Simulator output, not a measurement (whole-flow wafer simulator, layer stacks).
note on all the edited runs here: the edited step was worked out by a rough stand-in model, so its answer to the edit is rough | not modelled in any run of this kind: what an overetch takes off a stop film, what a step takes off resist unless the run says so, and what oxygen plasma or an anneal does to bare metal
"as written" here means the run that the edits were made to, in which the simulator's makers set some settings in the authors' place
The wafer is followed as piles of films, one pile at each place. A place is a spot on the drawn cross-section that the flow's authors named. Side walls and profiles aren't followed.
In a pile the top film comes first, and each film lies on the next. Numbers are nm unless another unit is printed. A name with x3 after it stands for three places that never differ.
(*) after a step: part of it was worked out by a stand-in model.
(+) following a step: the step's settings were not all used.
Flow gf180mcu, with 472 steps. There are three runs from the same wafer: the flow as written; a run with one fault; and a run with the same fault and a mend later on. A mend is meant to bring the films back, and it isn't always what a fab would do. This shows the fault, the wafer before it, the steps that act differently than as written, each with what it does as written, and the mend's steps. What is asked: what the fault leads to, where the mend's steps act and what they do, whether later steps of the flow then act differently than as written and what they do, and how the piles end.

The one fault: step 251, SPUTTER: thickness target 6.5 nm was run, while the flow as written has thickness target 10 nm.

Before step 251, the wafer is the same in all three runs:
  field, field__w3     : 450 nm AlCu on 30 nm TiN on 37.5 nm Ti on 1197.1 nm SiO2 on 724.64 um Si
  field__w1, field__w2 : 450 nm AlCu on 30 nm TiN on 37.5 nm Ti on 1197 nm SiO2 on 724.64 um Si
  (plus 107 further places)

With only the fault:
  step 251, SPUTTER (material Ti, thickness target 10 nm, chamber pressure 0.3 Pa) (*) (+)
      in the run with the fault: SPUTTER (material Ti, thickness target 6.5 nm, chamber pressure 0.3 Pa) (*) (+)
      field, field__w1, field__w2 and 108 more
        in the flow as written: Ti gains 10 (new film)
        in the run with the fault: Ti gains 6.5 (new film)
  Steps further on in the flow that do not act as written (not shown: 5 more steps that differ only slightly, by at most 2% or 0.5 nm, whichever is larger):
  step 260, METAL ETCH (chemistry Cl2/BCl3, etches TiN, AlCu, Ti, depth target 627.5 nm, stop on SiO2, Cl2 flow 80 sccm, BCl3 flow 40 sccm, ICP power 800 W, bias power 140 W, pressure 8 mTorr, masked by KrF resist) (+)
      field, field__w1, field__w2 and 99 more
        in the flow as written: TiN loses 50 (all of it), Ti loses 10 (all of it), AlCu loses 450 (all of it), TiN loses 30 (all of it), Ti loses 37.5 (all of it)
        in the run with the fault: TiN loses 50 (all of it), Ti loses 6.5 (all of it), AlCu loses 450 (all of it), TiN loses 30 (all of it), Ti loses 37.5 (all of it)
  At field__w8, contact, m1 and 6 more, the piles at the end differ from the flow's by more than 2% or 0.5 nm, whichever is larger.
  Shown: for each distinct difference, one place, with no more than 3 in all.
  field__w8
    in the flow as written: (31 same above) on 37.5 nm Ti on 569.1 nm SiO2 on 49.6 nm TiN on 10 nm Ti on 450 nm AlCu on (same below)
    in the run with the fault: (31 same above) on 37.5 nm Ti on 572.6 nm SiO2 on 49.6 nm TiN on 6.5 nm Ti on 450 nm AlCu on (same below)
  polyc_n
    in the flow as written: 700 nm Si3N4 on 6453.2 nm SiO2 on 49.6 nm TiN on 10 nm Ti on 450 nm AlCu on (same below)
    in the run with the fault: 700 nm Si3N4 on 6456.7 nm SiO2 on 49.6 nm TiN on 6.5 nm Ti on 450 nm AlCu on (same below)
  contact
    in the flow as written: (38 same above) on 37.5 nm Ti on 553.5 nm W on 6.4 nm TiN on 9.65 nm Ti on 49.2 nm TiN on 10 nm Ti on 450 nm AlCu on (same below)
    in the run with the fault: (38 same above) on 37.5 nm Ti on 557 nm W on 6.39 nm TiN on 9.63 nm Ti on 49.2 nm TiN on 6.5 nm Ti on 450 nm AlCu on (same below)

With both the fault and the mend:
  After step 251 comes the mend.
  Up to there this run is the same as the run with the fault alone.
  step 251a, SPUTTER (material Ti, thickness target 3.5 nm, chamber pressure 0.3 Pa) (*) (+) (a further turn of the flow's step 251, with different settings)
      field, field__w1, field__w2 and 108 more
        Ti gains 3.5
  Every later step of the flow that is run acts as written at every place that is followed.
  By the end, the piles equal the flow's at every place that both follow.
